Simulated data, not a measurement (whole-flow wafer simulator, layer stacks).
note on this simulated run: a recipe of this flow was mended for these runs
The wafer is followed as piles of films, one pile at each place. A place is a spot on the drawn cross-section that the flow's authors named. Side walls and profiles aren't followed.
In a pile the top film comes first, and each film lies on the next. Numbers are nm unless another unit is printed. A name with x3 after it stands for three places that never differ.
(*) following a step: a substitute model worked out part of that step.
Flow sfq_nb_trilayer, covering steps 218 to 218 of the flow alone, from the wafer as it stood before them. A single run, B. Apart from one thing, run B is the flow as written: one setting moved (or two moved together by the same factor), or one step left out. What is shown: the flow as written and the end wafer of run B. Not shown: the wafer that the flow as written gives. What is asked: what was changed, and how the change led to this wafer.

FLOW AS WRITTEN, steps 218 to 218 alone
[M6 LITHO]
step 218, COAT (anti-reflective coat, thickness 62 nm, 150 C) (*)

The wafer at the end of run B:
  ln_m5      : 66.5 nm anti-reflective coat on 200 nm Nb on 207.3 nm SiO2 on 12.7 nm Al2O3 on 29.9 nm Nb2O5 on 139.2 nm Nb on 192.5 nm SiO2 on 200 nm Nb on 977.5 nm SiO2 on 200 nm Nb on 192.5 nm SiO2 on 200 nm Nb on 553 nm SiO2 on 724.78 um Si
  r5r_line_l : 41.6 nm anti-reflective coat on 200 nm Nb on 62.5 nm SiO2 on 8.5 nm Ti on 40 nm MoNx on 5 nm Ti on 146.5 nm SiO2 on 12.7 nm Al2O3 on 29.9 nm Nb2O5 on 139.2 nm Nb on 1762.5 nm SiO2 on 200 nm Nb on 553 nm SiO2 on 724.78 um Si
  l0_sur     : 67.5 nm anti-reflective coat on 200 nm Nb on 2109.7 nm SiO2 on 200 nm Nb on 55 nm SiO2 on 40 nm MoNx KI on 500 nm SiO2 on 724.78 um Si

What caused this: step 218, COAT: thickness 66.5 nm was run, though the flow has thickness 62 nm.
The wafer lets one read it off: ln_m5 has anti-reflective coat 66.5, and step 218 as written asks for 62 nm.

Step by step, how the change led to this:
  step 218, COAT (anti-reflective coat, thickness 62 nm, 150 C) (*)
      ln_m5, p4_fl x5, p4_w1 x9 and 51 more: +66.5 anti-reflective coat (new film) (as written it would have been: +62 anti-reflective coat (new film))
      r5r_line_l, r5r_line_c, r5r_line_r: +41.6 anti-reflective coat (new film) (as written it would have been: +37.1 anti-reflective coat (new film))
      (also at 36 further places)
